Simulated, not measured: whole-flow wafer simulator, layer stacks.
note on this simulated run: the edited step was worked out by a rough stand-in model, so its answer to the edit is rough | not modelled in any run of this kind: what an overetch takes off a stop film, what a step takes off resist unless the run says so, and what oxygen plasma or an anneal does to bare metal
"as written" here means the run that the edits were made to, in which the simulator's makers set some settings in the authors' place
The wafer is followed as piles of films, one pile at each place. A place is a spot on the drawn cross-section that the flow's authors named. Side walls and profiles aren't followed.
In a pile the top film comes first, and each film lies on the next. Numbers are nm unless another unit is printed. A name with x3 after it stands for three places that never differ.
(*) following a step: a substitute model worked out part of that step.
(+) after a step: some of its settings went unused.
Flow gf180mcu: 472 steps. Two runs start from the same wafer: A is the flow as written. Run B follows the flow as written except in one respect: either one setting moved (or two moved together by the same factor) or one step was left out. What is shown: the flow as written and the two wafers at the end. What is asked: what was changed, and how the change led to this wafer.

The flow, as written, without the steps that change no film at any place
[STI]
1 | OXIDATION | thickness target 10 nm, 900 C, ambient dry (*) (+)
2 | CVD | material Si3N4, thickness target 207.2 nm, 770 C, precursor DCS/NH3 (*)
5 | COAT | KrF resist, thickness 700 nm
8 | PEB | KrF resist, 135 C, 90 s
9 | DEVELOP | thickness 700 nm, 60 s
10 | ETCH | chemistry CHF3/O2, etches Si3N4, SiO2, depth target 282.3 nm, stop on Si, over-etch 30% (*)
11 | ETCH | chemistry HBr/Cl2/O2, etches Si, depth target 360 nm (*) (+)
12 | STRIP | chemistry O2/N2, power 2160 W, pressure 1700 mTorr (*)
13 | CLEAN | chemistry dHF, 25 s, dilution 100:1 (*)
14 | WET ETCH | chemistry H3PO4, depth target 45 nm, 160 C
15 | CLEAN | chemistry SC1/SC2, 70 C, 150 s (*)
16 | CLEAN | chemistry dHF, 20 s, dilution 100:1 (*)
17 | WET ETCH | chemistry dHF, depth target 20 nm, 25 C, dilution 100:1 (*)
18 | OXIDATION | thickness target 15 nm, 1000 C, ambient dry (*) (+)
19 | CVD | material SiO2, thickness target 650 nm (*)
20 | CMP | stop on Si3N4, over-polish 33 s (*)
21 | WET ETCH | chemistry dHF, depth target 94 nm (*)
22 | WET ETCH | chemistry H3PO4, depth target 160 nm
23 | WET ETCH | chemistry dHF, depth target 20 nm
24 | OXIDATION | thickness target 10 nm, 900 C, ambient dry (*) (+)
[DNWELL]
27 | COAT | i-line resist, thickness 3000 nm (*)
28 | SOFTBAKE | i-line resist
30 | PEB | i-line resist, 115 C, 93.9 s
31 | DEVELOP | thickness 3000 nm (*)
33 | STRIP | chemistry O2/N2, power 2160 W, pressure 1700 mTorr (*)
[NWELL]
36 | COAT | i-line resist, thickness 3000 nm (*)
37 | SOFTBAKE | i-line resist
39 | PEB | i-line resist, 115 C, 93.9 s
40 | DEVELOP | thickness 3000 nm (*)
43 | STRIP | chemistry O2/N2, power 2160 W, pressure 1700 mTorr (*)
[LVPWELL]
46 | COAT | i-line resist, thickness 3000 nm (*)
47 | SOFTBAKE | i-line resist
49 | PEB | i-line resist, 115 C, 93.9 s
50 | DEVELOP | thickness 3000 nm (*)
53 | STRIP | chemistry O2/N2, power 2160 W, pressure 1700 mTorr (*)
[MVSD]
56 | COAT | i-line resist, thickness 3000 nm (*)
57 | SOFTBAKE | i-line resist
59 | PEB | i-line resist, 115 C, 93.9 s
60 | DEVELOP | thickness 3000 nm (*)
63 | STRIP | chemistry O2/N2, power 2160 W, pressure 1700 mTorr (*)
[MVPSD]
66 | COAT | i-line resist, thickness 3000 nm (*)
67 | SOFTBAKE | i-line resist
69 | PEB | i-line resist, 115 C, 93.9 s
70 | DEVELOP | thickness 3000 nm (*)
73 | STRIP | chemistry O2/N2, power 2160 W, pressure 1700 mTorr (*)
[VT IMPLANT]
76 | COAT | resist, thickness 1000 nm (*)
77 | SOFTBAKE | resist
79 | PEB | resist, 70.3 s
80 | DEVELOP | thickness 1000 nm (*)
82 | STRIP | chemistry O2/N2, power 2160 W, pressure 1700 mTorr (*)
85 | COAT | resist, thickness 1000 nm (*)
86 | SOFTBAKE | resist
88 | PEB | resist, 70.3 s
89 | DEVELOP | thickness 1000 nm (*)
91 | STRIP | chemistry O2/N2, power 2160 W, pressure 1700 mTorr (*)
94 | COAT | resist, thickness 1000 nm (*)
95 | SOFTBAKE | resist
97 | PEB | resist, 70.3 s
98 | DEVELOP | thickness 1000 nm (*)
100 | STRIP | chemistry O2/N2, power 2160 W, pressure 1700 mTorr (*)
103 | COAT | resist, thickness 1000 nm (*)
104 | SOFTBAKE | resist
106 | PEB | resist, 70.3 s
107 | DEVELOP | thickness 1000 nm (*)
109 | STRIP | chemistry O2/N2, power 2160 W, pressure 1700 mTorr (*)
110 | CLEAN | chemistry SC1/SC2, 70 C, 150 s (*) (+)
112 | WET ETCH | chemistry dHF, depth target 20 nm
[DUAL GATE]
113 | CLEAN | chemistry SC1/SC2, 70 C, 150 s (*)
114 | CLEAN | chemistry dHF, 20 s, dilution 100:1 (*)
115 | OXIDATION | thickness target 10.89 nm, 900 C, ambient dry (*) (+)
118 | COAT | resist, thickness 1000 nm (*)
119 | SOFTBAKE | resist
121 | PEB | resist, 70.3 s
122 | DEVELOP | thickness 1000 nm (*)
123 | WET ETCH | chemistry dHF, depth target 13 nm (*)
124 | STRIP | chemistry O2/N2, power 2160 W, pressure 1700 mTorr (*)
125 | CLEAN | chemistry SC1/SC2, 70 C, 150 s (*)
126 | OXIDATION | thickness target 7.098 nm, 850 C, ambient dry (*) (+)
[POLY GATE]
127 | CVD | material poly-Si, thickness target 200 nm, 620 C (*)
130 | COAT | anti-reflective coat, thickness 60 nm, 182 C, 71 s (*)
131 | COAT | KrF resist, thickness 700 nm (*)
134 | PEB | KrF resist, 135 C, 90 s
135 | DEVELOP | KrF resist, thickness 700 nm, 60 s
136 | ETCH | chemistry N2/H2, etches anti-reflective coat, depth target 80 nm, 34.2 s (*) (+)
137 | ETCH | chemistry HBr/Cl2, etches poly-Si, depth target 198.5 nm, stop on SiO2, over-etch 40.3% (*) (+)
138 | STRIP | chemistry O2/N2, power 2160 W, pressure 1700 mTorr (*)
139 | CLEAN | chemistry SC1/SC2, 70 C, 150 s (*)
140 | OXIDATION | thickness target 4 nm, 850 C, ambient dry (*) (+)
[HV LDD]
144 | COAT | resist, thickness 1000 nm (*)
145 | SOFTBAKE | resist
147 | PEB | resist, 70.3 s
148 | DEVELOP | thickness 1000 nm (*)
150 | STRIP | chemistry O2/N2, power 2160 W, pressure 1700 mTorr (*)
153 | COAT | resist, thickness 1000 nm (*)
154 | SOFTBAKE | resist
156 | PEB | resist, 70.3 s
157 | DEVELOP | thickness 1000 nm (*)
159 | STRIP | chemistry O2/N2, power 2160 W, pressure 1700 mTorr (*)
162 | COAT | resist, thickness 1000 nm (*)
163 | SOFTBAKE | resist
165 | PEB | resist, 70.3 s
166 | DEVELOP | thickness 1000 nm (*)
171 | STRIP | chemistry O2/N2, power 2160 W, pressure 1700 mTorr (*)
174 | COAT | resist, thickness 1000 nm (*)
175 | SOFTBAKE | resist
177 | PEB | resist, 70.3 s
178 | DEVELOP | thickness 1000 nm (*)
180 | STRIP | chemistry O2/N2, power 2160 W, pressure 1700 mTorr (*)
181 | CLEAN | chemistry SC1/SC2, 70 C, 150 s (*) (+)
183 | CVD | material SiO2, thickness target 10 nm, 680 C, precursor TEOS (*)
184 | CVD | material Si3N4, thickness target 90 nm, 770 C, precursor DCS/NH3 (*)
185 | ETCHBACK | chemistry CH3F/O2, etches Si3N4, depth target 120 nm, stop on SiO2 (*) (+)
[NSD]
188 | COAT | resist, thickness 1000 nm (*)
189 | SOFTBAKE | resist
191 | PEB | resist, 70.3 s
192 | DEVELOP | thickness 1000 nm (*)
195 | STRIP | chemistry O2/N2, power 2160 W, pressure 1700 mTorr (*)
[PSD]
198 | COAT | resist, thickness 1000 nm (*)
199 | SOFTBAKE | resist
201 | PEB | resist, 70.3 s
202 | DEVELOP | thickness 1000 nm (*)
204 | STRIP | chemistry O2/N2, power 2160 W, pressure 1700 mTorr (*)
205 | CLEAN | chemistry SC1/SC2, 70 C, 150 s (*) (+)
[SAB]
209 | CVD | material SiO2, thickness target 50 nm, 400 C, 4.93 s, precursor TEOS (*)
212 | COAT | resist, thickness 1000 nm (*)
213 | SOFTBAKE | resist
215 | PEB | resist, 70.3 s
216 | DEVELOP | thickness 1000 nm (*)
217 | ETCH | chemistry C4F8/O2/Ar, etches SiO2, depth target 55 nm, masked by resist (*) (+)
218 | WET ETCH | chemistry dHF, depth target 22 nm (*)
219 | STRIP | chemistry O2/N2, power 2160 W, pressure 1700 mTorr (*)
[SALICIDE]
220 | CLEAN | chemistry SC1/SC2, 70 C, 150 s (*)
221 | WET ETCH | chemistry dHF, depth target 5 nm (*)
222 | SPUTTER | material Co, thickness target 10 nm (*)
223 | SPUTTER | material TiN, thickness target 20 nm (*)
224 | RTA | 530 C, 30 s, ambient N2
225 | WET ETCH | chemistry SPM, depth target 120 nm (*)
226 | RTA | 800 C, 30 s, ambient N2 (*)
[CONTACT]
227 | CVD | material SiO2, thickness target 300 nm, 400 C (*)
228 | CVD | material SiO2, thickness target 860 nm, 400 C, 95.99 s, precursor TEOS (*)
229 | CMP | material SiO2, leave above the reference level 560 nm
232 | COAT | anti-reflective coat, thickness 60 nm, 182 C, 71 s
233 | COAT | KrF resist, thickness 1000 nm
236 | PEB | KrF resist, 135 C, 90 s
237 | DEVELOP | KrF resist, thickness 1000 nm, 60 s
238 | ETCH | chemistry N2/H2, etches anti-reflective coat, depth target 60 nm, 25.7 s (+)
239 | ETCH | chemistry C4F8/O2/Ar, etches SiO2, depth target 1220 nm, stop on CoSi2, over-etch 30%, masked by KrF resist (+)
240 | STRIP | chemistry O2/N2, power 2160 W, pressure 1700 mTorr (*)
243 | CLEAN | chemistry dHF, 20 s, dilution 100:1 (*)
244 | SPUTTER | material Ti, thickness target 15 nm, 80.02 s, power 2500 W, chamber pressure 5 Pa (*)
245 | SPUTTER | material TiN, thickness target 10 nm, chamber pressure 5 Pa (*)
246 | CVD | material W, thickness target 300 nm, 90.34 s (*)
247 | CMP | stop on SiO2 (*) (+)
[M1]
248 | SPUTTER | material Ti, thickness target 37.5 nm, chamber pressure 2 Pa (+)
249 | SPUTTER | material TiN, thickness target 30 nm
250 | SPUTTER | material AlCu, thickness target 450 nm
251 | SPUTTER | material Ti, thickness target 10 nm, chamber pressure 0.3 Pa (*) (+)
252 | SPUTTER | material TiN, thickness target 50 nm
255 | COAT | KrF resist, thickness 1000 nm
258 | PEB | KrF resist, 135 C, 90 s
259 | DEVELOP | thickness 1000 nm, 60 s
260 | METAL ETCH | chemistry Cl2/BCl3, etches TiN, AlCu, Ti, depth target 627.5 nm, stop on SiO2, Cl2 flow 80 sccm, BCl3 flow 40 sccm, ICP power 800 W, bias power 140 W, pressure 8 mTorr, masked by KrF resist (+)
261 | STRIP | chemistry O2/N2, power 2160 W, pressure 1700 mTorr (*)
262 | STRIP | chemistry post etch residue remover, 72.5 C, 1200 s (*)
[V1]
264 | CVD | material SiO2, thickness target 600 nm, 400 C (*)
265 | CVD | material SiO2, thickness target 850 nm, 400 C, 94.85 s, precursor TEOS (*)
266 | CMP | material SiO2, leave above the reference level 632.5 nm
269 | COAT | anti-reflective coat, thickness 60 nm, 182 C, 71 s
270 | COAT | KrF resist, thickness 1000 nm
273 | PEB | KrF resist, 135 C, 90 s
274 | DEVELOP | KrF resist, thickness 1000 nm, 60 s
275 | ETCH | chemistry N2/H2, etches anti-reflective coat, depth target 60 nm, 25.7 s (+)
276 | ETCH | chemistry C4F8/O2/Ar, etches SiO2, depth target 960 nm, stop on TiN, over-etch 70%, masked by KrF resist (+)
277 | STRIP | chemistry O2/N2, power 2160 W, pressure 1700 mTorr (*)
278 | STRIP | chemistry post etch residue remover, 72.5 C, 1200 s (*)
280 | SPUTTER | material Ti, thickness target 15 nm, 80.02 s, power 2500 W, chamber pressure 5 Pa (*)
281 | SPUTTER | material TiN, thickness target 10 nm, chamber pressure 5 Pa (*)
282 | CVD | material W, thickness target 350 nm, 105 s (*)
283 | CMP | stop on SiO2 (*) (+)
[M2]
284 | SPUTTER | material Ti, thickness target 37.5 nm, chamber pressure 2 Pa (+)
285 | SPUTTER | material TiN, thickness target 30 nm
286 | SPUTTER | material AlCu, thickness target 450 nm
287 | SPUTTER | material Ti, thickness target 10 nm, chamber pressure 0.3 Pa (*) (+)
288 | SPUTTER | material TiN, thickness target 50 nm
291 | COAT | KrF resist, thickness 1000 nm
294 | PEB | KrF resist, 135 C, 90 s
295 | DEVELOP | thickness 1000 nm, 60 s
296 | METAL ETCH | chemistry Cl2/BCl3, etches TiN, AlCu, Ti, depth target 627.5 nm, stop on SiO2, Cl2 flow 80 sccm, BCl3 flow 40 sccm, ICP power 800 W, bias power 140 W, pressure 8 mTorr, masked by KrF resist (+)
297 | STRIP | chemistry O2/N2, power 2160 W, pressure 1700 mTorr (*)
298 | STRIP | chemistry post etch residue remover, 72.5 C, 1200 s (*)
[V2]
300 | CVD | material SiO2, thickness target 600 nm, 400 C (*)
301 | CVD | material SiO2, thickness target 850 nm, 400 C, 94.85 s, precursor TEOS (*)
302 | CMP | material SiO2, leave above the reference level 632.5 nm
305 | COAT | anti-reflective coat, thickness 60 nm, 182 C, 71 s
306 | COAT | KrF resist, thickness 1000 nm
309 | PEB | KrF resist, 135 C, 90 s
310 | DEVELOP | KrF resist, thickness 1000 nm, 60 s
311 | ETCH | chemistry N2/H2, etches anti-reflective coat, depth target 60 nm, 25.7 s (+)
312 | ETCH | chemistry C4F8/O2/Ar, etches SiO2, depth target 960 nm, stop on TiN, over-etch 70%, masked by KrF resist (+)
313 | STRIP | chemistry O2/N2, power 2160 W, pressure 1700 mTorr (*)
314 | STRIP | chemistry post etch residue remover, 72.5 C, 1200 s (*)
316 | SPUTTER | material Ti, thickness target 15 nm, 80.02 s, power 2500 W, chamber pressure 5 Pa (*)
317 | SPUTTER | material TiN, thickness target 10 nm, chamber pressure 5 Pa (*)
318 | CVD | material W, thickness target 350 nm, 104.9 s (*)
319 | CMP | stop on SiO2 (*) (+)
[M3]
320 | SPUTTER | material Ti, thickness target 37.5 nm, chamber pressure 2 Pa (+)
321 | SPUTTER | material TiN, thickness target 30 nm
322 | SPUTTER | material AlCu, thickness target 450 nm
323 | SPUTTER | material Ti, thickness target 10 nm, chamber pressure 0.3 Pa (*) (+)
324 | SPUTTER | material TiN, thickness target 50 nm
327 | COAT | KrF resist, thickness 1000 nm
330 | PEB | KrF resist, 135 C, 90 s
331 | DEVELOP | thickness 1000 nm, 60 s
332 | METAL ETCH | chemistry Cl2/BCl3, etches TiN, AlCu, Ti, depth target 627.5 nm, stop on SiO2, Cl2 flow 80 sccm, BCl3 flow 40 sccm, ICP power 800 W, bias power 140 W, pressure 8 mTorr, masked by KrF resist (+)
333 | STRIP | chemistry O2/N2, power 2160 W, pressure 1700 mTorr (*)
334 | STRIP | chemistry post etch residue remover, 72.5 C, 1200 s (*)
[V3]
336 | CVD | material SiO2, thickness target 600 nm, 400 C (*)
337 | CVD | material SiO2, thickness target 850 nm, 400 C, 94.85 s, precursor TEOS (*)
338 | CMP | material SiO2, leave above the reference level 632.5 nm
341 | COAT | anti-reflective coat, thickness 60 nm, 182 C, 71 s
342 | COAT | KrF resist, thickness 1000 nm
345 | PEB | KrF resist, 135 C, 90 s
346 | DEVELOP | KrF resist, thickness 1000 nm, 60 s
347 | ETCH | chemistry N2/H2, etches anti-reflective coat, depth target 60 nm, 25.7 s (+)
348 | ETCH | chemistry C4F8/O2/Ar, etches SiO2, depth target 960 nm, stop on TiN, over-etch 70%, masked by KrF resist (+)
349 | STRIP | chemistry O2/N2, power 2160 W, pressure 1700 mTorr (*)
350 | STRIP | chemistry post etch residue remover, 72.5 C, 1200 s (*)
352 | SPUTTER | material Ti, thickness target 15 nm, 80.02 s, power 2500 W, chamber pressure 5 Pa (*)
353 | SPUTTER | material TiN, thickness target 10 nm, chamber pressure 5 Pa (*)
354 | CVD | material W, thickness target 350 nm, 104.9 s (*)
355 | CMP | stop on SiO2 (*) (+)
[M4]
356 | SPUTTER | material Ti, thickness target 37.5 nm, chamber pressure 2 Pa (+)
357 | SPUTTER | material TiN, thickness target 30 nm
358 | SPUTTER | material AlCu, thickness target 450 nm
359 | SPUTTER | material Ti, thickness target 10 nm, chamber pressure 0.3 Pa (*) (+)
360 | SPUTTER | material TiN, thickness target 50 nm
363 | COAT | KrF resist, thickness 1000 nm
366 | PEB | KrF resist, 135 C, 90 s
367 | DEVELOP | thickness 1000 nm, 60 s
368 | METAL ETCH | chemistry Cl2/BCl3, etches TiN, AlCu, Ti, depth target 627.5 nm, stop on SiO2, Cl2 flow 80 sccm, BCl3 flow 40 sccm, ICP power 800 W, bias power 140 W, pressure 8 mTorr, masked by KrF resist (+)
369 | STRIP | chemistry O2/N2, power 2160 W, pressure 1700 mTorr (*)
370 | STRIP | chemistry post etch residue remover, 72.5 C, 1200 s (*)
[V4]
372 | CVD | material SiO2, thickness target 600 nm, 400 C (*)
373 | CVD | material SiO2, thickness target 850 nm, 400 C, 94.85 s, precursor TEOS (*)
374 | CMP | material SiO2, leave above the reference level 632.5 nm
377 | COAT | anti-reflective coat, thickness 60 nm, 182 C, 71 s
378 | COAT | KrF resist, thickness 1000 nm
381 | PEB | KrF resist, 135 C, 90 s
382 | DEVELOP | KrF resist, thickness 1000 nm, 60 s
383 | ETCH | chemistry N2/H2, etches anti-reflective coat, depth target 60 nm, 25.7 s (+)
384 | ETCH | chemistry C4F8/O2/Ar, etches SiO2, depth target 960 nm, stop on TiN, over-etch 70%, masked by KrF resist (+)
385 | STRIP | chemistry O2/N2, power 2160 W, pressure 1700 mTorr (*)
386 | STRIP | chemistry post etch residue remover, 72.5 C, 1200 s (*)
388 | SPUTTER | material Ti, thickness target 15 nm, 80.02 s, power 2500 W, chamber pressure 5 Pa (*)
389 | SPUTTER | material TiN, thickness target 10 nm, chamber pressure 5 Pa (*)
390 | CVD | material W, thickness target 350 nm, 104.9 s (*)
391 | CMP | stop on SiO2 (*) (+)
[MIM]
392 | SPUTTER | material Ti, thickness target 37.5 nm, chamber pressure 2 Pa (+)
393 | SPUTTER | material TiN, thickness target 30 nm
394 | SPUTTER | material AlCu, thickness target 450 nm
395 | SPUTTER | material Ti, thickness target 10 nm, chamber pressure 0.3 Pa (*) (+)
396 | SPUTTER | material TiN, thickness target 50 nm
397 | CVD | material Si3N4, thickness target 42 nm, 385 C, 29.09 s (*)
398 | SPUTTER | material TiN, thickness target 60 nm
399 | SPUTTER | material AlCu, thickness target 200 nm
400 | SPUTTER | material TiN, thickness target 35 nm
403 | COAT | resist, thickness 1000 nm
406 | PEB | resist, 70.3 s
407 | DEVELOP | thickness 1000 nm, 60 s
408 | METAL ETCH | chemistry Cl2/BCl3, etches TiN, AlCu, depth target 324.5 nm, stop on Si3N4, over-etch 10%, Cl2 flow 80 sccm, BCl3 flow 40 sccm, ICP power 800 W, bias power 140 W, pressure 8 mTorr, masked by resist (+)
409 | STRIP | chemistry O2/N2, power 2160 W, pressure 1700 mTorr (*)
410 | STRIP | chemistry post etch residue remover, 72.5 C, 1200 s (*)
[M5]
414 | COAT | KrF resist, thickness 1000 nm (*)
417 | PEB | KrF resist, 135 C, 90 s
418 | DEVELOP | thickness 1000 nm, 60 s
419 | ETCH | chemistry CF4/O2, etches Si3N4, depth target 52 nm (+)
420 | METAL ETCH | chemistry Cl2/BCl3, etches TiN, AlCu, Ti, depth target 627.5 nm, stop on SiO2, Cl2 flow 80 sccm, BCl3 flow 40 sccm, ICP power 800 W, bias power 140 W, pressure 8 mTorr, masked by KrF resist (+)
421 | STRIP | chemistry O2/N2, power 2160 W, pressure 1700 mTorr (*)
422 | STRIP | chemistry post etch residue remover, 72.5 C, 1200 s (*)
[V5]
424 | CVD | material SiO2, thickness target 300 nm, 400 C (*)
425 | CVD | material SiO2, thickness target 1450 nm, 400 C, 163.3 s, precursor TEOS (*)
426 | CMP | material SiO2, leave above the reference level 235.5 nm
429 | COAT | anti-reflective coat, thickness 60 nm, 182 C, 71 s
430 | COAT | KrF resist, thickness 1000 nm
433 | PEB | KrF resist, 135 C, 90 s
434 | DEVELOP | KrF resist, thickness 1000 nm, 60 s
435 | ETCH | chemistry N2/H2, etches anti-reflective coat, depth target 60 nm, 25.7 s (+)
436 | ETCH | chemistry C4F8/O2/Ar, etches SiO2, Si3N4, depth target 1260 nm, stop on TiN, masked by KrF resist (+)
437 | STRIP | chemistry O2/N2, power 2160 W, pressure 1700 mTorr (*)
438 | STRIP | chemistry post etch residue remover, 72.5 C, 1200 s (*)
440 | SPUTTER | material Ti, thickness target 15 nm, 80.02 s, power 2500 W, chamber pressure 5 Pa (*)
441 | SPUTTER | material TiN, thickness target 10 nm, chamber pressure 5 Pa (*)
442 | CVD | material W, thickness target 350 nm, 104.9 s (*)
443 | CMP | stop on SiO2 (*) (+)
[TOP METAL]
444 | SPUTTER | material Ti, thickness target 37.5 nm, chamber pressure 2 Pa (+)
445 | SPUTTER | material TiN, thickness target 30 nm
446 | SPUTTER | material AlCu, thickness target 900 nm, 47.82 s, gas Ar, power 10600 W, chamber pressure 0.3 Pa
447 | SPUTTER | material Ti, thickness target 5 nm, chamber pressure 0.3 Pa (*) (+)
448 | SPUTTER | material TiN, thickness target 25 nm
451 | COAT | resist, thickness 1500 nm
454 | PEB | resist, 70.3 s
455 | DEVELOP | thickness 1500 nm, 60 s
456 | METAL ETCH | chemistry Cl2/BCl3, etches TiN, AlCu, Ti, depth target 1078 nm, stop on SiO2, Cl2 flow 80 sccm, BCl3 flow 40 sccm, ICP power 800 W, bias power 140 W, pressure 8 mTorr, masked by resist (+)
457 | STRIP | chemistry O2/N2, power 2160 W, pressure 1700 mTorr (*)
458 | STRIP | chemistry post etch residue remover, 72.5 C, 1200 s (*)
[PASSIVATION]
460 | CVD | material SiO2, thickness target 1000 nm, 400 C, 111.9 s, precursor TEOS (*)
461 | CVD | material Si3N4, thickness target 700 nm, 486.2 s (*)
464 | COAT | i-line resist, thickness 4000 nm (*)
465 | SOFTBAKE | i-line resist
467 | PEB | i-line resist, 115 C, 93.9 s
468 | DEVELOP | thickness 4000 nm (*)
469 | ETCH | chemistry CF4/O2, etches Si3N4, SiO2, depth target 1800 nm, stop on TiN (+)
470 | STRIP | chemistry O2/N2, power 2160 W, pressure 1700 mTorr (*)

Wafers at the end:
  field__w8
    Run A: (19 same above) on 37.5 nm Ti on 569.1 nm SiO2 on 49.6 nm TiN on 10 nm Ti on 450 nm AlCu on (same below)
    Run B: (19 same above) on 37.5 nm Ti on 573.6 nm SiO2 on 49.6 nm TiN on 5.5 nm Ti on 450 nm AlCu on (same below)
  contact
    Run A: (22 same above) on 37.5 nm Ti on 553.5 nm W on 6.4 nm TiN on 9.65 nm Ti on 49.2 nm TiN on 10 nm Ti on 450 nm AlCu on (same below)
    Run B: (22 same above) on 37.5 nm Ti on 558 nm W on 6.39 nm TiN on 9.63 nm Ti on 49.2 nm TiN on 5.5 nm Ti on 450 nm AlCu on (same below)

What caused this: step 323, SPUTTER: thickness target 5.5 nm was run, while the flow as written has thickness target 10 nm.
One can read it off the wafer: field__w8 has Ti 5.5, and step 323 as written asks for 10 nm.

Step by step, how the change led to this:
  323 | SPUTTER | material Ti, thickness target 10 nm, chamber pressure 0.3 Pa (*) (+)
      field, field__w1, field__w2 and 108 more: A +10 Ti (new film) | B +5.5 Ti (new film)
  332 | METAL ETCH | chemistry Cl2/BCl3, etches TiN, AlCu, Ti, depth target 627.5 nm, stop on SiO2, Cl2 flow 80 sccm, BCl3 flow 40 sccm, ICP power 800 W, bias power 140 W, pressure 8 mTorr, masked by KrF resist (+)
      field, field__w1, field__w2 and 103 more: A -50 TiN (all of it), -10 Ti (all of it), -450 AlCu (all of it), -30 TiN (all of it), -37.5 Ti (all of it) | B -50 TiN (all of it), -5.5 Ti (all of it), -450 AlCu (all of it), -30 TiN (all of it), -37.5 Ti (all of it)
